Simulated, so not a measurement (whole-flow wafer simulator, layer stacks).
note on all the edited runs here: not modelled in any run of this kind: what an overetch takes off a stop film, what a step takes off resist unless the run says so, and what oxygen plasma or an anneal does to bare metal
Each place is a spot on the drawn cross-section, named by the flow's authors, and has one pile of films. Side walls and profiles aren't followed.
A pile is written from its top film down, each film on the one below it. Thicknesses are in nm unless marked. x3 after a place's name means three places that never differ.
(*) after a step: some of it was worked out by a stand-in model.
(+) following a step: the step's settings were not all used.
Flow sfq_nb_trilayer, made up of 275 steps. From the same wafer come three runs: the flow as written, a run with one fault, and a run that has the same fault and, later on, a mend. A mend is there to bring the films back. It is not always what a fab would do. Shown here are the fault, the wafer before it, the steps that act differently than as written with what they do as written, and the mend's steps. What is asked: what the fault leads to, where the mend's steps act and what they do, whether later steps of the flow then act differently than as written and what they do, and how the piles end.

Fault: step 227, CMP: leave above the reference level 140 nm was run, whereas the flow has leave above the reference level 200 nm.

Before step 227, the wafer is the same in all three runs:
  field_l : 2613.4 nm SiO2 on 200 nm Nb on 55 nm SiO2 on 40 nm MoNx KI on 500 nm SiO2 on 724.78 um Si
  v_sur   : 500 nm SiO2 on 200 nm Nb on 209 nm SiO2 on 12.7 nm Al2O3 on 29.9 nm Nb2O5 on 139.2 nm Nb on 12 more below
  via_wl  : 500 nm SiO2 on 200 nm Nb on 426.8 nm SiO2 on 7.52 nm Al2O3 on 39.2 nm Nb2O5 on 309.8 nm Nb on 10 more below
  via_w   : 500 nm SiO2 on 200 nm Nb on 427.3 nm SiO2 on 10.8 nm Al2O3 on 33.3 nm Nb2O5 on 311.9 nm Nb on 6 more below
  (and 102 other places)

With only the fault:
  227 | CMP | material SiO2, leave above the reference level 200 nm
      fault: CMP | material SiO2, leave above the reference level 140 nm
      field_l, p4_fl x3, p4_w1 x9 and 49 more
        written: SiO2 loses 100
        fault: SiO2 loses 160
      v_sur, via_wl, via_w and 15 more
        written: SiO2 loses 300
        fault: SiO2 loses 360
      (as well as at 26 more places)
  Later steps of the flow acting differently than as written (4 more steps, not shown, differ only slightly: by at most 2% or 0.5 nm, whichever is larger):
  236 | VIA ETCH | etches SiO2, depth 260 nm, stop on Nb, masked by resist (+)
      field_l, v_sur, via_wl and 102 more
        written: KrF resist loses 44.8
        fault: KrF resist loses 36.2
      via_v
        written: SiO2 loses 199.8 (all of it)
        fault: SiO2 loses 139.8 (all of it)
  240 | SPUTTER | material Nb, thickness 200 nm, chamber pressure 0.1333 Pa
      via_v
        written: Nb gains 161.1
        fault: Nb gains 175.7
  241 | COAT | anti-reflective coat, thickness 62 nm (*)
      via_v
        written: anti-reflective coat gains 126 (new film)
        fault: anti-reflective coat gains 111.5 (new film)
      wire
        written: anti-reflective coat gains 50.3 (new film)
        fault: anti-reflective coat gains 51.4 (new film)
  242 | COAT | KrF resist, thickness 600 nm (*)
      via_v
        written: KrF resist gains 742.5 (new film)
        fault: KrF resist gains 692.2 (new film)
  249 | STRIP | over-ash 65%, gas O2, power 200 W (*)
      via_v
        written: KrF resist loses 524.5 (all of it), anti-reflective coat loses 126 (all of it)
        fault: KrF resist loses 474.4 (all of it), anti-reflective coat loses 111.5 (all of it)
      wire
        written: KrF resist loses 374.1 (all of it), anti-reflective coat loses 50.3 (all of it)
        fault: KrF resist loses 378.9 (all of it), anti-reflective coat loses 51.4 (all of it)
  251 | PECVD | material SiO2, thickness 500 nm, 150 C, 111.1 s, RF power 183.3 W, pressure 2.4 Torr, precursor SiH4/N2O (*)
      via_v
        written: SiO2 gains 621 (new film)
        fault: SiO2 gains 520.3 (new film)
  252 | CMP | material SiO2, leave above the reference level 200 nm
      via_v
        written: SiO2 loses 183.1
        fault: SiO2 loses 157.1
  At field_l, v_sur, via_wl and 102 more, the piles at the end differ from the flow's by more than 2% or 0.5 nm, whichever is larger.
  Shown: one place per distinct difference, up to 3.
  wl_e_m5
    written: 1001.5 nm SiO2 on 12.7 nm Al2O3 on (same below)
    fault: 941.5 nm SiO2 on 12.7 nm Al2O3 on (same below)
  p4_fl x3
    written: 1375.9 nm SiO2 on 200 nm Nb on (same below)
    fault: 1315.9 nm SiO2 on 200 nm Nb on (same below)
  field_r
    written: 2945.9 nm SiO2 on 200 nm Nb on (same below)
    fault: 2885.9 nm SiO2 on 200 nm Nb on (same below)

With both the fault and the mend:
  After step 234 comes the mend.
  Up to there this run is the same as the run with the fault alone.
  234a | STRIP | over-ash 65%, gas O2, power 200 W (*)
      field_l, v_sur, via_wl and 102 more
        KrF resist loses 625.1 (all of it), anti-reflective coat loses 62 (all of it)
      via_v
        anti-reflective coat loses 62 (all of it)
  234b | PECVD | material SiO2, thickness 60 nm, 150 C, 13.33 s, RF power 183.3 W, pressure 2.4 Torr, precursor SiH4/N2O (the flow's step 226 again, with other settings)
      field_l, v_sur, via_wl and 103 more
        SiO2 gains 60
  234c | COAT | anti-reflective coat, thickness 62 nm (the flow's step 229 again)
      field_l, v_sur, via_wl and 103 more
        anti-reflective coat gains 62 (new film)
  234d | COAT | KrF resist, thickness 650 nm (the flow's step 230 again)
      field_l, v_sur, via_wl and 103 more
        KrF resist gains 650 (new film)
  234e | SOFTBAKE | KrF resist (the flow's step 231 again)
      alters no film at any place that is followed
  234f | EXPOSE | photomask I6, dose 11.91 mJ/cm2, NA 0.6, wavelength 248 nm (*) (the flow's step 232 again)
      alters no film at any place that is followed
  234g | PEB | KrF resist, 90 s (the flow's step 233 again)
      field_l, v_sur, via_wl and 103 more
        KrF resist loses 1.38
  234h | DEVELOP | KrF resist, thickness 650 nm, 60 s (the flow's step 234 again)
      field_l, v_sur, via_wl and 102 more
        KrF resist loses 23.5
      via_v
        KrF resist loses 648.6 (all of it)
  Every later step of the flow that is run acts as written, at every place that is followed, to within 2% or 0.5 nm, whichever is larger.
  By the end, the piles equal the flow's at every place that both follow.
